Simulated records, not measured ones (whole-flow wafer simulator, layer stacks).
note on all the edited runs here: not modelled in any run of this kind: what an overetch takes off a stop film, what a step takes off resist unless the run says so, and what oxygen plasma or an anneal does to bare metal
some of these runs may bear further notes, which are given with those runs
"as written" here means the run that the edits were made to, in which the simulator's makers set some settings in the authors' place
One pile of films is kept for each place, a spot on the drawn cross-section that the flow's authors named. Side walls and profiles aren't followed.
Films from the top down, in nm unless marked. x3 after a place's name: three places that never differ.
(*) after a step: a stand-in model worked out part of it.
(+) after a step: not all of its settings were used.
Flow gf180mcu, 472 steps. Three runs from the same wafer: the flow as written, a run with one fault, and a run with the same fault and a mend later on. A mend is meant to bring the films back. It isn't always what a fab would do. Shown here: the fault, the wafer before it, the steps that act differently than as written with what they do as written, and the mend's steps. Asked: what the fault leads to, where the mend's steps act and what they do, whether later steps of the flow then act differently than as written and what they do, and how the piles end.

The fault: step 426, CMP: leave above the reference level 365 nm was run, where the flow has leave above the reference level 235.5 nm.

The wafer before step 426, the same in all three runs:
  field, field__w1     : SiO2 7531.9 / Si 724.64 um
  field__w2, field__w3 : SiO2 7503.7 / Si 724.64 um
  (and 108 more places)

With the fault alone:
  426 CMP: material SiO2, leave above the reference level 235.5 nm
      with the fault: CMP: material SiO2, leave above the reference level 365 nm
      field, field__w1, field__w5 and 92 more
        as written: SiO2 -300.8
        with the fault: SiO2 -171.3
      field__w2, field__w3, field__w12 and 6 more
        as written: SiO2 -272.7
        with the fault: SiO2 -143.2
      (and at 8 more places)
  Later steps of the flow that act differently than as written (1 more step differs only slightly, by at most 2% or 0.5 nm, whichever is larger, and isn't shown):
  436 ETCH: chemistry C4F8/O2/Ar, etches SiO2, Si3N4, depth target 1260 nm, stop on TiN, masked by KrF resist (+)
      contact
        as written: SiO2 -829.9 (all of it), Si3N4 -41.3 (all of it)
        with the fault: SiO2 -959.4 (all of it), Si3N4 -41.3 (all of it)
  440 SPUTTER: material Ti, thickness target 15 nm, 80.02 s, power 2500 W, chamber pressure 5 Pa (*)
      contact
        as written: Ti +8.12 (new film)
        with the fault: Ti +7.54 (new film)
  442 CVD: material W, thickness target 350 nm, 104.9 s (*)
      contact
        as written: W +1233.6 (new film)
        with the fault: W +1364 (new film)
  At the end the piles differ from the flow's by more than 2% or 0.5 nm, whichever is larger, at field__w4, field__w8, contact, m1, m1__w1, mim, mim_1p0, m1_nw.
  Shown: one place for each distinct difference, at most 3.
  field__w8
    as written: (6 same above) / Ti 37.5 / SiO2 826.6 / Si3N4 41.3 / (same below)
    with the fault: (6 same above) / Ti 37.5 / SiO2 956.1 / Si3N4 41.3 / (same below)
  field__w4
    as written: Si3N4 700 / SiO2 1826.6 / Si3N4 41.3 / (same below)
    with the fault: Si3N4 700 / SiO2 1956.1 / Si3N4 41.3 / (same below)
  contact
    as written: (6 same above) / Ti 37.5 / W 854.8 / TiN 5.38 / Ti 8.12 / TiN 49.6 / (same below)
    with the fault: (6 same above) / Ti 37.5 / W 985.3 / TiN 5 / Ti 7.54 / TiN 49.6 / (same below)

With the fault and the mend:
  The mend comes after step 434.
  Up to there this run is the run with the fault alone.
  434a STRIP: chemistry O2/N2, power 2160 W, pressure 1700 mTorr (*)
      field, field__w1, field__w2 and 108 more
        KrF resist -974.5 (all of it), anti-reflective coat -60 (all of it)
      contact
        anti-reflective coat -60 (all of it)
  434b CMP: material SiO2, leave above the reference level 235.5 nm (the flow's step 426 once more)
      field, field__w1, field__w2 and 109 more
        SiO2 -129.5
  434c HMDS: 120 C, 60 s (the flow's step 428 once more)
      changes no film at any place that is followed
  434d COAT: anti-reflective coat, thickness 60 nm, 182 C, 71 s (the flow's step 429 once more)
      field, field__w1, field__w2 and 109 more
        anti-reflective coat +60 (new film)
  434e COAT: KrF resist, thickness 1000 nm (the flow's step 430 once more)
      field, field__w1, field__w2 and 109 more
        KrF resist +1000 (new film)
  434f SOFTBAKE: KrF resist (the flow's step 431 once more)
      changes no film at any place that is followed
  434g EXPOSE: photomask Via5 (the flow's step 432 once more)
      changes no film at any place that is followed
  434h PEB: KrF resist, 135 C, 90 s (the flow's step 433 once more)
      field, field__w1, field__w2 and 109 more
        KrF resist -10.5
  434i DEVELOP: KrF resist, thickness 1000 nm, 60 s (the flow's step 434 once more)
      field, field__w1, field__w2 and 108 more
        KrF resist -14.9
      contact
        KrF resist -989.5 (all of it)
  No later step of the flow acts differently than as written at any place that is followed.
  At the end the piles are the same as the flow's at every place that both follow.
